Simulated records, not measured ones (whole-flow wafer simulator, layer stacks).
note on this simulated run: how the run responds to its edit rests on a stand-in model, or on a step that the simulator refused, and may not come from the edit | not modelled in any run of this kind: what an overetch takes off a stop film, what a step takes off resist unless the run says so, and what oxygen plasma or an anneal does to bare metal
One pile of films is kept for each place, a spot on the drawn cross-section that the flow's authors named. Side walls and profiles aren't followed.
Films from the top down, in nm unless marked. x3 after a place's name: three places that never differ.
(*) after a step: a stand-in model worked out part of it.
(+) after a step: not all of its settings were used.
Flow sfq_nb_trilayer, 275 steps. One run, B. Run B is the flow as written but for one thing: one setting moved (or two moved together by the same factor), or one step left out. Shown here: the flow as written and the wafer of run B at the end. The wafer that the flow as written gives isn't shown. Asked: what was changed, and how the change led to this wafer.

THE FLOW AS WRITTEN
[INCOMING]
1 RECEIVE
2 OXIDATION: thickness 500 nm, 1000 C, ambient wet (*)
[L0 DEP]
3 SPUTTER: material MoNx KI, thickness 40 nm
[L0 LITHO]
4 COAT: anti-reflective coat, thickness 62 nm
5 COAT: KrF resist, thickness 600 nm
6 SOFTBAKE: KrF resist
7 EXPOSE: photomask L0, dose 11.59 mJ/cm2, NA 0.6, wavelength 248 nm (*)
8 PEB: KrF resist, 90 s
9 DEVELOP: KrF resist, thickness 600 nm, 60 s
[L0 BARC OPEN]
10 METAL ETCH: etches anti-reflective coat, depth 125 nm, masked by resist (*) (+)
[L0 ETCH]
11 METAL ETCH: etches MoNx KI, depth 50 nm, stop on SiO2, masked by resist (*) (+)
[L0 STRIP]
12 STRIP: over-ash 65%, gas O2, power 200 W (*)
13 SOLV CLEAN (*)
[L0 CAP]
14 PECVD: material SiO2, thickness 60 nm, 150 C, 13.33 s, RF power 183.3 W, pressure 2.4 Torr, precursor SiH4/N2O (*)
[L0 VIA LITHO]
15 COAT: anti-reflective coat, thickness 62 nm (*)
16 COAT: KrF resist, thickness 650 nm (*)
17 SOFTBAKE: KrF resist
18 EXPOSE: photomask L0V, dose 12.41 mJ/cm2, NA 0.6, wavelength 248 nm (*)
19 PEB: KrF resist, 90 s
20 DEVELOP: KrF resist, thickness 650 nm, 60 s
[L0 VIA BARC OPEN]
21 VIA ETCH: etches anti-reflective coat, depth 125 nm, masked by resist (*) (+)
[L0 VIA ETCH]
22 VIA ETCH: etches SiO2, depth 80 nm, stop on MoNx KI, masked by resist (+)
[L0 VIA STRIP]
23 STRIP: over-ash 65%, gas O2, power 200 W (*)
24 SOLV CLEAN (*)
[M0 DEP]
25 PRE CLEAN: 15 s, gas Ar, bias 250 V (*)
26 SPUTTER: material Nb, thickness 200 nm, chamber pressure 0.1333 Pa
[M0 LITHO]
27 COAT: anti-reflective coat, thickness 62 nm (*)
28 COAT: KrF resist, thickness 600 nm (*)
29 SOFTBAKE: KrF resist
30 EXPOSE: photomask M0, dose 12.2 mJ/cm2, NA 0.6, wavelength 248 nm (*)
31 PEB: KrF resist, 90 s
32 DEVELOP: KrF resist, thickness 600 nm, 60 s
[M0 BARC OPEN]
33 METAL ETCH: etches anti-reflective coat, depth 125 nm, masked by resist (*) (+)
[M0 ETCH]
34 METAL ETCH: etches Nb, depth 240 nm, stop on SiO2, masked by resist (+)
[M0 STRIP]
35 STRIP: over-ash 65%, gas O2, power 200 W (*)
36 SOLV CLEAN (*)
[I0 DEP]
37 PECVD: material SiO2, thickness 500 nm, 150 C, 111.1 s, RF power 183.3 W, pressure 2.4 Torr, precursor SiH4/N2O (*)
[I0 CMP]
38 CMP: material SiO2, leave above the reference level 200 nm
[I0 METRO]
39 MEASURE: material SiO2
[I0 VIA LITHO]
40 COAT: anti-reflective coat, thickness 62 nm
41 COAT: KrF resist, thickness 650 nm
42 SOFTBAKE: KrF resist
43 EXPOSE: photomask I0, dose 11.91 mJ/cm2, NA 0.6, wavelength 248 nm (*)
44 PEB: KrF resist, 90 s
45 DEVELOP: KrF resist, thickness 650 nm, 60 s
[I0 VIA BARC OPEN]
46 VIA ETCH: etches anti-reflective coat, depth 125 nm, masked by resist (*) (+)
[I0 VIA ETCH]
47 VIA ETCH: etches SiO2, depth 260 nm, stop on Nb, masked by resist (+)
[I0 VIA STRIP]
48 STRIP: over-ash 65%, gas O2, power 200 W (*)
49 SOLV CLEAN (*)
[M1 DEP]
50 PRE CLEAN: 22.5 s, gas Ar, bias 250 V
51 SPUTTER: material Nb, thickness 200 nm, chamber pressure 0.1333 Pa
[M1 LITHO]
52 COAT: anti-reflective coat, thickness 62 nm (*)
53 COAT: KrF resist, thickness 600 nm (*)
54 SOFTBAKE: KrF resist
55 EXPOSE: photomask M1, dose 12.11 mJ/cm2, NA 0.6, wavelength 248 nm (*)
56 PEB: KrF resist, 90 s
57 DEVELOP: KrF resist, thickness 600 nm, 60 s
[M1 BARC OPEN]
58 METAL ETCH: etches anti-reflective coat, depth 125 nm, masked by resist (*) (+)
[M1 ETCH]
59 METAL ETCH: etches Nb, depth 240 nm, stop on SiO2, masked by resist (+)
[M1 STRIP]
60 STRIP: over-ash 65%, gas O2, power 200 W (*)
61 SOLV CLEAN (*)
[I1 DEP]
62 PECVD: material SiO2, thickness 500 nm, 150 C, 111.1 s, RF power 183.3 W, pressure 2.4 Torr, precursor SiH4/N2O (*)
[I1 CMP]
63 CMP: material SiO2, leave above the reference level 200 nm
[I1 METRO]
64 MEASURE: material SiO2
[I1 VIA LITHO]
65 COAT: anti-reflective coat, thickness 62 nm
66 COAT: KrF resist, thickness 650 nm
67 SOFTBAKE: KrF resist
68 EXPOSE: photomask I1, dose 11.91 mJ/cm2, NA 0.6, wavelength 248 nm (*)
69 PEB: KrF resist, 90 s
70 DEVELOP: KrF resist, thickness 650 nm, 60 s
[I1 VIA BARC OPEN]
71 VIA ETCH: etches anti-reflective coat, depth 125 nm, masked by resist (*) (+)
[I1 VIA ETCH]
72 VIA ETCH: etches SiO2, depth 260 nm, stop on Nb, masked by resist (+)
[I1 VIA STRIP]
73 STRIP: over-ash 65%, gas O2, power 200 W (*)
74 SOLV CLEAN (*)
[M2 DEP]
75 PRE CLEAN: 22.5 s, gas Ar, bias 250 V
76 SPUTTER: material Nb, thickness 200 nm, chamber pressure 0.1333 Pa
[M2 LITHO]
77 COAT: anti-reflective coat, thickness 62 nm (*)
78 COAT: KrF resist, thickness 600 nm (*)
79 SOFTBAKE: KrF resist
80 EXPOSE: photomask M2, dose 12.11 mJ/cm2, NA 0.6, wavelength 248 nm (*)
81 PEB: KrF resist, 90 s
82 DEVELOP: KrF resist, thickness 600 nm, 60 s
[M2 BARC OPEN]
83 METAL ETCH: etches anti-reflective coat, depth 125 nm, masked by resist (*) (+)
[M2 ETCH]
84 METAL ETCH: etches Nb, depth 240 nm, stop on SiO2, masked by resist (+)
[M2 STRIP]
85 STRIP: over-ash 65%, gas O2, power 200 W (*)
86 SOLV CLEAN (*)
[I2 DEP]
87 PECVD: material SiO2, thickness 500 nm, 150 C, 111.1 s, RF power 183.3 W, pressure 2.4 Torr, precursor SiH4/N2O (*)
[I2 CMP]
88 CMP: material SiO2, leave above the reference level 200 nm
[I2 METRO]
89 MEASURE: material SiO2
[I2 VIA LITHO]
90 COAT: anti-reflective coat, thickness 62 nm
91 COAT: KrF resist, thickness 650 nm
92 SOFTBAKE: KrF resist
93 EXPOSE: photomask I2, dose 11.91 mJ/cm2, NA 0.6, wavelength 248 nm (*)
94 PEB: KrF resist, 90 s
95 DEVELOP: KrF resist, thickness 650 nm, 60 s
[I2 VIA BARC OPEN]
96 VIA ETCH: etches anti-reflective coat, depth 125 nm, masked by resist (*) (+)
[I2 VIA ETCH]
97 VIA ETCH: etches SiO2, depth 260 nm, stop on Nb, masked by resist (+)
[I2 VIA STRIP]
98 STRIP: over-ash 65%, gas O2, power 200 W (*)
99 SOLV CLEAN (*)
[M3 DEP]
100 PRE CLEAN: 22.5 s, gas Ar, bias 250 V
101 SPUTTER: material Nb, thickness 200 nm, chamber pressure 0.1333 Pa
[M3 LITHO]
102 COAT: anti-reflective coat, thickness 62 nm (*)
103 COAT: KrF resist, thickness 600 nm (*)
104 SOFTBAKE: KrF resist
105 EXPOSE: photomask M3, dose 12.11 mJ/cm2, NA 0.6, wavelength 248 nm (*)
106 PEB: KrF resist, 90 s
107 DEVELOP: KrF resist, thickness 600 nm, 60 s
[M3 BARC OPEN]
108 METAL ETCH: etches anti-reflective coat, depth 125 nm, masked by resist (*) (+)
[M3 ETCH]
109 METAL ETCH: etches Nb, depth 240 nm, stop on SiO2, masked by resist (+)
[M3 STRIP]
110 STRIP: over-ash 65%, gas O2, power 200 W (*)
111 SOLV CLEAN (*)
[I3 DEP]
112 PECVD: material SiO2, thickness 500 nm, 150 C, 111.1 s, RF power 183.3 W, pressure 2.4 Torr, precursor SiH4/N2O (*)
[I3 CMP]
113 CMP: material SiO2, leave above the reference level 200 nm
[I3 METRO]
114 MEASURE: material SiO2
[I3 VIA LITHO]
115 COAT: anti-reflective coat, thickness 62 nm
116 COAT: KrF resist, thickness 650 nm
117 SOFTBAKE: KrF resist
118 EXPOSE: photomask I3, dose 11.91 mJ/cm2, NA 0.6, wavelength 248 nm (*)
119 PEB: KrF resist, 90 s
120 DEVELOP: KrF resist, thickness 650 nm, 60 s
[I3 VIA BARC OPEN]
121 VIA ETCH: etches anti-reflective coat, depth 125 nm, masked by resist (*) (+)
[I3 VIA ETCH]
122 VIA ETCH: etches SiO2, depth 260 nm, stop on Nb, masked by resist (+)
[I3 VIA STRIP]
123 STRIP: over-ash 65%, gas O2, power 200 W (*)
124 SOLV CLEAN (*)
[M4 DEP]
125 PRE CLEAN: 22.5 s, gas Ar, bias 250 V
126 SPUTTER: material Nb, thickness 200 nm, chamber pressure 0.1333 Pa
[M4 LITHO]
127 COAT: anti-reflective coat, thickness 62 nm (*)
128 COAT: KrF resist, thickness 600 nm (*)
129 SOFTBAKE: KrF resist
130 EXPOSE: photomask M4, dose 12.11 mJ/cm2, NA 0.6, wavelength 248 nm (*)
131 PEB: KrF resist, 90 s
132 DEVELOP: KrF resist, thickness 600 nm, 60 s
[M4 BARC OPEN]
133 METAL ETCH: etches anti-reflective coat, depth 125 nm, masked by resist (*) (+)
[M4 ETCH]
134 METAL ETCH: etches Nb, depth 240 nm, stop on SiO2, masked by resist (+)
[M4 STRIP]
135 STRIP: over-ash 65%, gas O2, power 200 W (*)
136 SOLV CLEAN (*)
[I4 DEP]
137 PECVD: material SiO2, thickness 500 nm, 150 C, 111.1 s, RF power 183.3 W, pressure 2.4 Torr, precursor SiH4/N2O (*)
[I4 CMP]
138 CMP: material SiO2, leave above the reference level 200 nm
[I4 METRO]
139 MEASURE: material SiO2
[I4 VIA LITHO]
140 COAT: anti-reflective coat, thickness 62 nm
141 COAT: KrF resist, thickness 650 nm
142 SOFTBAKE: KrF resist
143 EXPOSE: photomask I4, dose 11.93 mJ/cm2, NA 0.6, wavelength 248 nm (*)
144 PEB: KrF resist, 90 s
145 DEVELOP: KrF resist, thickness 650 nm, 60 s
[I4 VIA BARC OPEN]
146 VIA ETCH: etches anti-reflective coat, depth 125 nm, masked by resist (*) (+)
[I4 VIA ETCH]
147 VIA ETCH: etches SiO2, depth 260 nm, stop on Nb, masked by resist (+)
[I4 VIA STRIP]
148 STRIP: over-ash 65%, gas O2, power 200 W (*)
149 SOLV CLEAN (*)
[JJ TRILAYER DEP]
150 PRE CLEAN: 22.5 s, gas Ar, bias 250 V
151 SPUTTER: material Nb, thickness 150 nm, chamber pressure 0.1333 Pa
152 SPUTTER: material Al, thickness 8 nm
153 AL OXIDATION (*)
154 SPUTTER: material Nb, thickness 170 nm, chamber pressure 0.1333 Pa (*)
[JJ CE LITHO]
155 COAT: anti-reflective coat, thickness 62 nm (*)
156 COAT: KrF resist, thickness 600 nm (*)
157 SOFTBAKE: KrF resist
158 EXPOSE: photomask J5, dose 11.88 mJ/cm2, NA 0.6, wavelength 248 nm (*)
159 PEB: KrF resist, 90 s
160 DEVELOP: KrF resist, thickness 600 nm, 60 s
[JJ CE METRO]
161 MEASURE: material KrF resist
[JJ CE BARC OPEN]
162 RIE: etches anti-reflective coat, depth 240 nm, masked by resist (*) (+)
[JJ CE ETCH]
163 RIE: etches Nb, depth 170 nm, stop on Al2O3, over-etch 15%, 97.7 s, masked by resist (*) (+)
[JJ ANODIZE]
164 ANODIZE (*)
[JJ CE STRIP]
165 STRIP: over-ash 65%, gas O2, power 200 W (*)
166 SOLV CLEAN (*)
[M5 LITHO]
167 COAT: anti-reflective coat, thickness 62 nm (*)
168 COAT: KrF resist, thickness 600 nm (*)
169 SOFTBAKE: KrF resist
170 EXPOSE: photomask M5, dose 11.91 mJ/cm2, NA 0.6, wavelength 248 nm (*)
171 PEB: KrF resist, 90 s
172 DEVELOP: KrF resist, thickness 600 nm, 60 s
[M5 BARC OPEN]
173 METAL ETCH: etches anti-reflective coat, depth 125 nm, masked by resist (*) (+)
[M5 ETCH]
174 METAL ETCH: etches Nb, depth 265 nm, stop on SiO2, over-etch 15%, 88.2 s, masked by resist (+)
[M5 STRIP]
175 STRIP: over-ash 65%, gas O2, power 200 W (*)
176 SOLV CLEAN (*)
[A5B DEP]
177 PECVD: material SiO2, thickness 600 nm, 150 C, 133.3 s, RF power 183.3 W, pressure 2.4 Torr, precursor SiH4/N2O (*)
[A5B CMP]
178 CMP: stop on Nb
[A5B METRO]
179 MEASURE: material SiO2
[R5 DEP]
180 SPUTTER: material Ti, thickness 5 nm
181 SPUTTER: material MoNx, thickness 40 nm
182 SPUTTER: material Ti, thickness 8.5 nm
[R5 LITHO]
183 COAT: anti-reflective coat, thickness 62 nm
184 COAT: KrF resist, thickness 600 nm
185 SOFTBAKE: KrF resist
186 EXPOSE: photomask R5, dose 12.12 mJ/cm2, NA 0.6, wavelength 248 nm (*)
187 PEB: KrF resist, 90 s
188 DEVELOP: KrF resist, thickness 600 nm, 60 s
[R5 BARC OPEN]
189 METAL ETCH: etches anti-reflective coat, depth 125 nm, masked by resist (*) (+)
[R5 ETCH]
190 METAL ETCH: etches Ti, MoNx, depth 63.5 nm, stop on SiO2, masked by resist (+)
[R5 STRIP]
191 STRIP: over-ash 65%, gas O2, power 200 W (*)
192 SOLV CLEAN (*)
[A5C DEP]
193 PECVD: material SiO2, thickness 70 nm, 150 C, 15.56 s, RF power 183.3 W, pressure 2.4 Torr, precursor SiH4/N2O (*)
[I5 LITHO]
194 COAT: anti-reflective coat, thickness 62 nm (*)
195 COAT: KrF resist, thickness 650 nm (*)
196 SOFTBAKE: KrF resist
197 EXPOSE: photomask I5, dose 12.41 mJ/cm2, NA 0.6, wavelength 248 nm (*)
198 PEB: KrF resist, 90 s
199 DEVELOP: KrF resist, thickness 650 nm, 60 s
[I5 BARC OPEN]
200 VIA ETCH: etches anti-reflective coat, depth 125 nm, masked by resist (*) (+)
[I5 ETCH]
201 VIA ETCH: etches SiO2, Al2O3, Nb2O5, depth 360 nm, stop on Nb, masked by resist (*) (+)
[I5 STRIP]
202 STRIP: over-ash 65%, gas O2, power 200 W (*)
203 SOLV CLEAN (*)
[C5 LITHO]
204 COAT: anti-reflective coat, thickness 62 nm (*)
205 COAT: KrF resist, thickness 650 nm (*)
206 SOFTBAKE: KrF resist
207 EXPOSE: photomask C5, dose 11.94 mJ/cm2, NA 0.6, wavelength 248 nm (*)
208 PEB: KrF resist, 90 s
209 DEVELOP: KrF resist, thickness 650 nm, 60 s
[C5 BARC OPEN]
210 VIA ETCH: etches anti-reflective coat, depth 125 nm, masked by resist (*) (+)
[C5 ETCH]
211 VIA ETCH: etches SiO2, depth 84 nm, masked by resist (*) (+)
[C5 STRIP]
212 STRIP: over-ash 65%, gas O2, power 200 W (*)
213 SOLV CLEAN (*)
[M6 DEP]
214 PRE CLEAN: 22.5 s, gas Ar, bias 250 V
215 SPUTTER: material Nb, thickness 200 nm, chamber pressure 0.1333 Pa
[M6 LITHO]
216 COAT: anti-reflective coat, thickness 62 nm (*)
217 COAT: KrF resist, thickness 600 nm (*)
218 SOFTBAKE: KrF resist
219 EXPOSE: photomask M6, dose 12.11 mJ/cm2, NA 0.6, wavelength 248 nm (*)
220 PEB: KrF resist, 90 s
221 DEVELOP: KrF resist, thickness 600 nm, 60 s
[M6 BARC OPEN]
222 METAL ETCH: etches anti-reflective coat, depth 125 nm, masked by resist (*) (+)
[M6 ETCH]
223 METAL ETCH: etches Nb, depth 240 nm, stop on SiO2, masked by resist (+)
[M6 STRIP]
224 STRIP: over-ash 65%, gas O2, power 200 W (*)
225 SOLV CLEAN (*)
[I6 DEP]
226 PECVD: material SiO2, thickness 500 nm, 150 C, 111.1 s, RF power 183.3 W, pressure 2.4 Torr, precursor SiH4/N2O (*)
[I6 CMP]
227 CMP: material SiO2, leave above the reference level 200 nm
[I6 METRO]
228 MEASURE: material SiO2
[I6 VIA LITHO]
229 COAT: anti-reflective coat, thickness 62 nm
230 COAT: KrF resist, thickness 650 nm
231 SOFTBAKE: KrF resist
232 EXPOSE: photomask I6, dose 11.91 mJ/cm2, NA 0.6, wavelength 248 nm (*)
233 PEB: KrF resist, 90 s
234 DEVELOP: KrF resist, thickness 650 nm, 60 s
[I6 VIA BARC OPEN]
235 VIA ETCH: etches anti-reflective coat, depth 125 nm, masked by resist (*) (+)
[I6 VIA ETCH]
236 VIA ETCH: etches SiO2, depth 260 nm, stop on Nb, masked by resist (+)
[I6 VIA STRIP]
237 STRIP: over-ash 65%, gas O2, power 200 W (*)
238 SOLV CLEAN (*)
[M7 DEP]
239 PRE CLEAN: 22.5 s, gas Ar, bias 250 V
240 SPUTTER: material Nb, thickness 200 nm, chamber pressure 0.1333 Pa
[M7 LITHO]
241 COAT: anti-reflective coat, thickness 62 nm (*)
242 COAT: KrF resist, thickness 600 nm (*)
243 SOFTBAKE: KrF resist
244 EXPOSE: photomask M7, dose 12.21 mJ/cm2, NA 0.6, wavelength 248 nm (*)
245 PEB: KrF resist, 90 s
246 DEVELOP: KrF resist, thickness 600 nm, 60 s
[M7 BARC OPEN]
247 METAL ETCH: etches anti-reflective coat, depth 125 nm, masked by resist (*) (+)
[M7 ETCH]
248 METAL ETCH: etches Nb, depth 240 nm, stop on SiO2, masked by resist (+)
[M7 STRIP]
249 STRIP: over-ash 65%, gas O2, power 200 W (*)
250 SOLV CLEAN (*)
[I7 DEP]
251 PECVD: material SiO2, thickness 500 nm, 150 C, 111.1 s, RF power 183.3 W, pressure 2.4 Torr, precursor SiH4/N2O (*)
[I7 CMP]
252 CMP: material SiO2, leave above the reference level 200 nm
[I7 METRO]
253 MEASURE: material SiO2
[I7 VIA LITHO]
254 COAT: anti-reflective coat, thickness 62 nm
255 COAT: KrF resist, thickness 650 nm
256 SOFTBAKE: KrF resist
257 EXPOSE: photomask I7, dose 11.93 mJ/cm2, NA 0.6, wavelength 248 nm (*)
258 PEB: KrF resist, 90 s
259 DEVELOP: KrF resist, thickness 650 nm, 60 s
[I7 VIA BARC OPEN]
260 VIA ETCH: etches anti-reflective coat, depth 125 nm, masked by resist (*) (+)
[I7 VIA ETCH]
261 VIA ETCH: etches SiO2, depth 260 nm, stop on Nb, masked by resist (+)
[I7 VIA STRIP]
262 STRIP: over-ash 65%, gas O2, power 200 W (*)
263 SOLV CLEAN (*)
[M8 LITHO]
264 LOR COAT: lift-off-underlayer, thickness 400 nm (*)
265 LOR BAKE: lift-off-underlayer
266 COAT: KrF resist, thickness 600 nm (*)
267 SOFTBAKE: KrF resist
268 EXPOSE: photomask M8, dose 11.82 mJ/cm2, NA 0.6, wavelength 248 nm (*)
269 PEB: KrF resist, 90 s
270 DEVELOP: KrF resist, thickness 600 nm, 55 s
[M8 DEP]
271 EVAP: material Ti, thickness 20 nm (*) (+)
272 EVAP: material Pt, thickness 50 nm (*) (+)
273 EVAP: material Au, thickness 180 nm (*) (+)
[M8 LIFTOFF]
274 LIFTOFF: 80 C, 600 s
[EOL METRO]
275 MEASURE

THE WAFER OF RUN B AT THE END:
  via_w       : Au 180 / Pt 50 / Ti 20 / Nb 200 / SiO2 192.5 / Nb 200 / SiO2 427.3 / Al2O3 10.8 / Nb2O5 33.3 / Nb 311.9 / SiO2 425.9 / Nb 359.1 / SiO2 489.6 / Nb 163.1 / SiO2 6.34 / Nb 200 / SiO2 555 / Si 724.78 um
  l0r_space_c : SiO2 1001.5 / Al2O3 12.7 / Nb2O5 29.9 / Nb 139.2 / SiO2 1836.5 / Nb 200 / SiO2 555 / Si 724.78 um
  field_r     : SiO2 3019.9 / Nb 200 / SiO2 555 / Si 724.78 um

The cause: step 38, CMP: leave above the reference level 274 nm was run, where the flow has leave above the reference level 200 nm.

How the change led to this, step by step:
  38 CMP: material SiO2, leave above the reference level 200 nm
      v_sur, via_wl, via_w and 94 more: SiO2 -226 (as written it would be: SiO2 -300)
      field_l, l0_sur, l0r_line_l, l0r_line_c, l0r_line_r: SiO2 -266 (as written it would be: SiO2 -340)
      (and at 4 more places)
  47 VIA ETCH: etches SiO2, depth 260 nm, stop on Nb, masked by resist (+)
      via_w: SiO2 -260 (as written it would be: SiO2 -199.8 (all of it))
  50 PRE CLEAN: 22.5 s, gas Ar, bias 250 V
      via_w: SiO2 -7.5 (as written it would be: Nb -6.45)
  51 SPUTTER: material Nb, thickness 200 nm, chamber pressure 0.1333 Pa
      via_w: Nb +163.1 (new film) (as written it would be: Nb +174.5)
  52 COAT: anti-reflective coat, thickness 62 nm (*)
      via_w: anti-reflective coat +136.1 (new film) (as written it would be: anti-reflective coat +123.1 (new film))
      via_wr: anti-reflective coat +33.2 (new film) (as written it would be: anti-reflective coat +34.9 (new film))
  53 COAT: KrF resist, thickness 600 nm (*)
      via_w: KrF resist +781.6 (new film) (as written it would be: KrF resist +731.8 (new film))
  60 STRIP: over-ash 65%, gas O2, power 200 W (*)
      via_w: KrF resist -563.6 (all of it), anti-reflective coat -136.1 (all of it) (as written it would be: KrF resist -513.8 (all of it), anti-reflective coat -123.1 (all of it))
      via_wr: KrF resist -378.6 (all of it), anti-reflective coat -33.2 (all of it) (as written it would be: KrF resist -384.4 (all of it), anti-reflective coat -34.9 (all of it))
  62 PECVD: material SiO2, thickness 500 nm, 150 C, 111.1 s, RF power 183.3 W, pressure 2.4 Torr, precursor SiH4/N2O (*)
      via_w: SiO2 +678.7 (new film) (as written it would be: SiO2 +606 (new film))
Counting metal films that touch as one body, via_w has 6 bodies (between them, from the top down: SiO2 192.5; SiO2 427.3 / Al2O3 10.8 / Nb2O5 33.3; SiO2 425.9; SiO2 489.6; SiO2 6.34); the flow as written gives 5 bodies (between them, from the top down: SiO2 192.5; SiO2 427.3 / Al2O3 10.8 / Nb2O5 33.3; SiO2 425.9; SiO2 416.9).
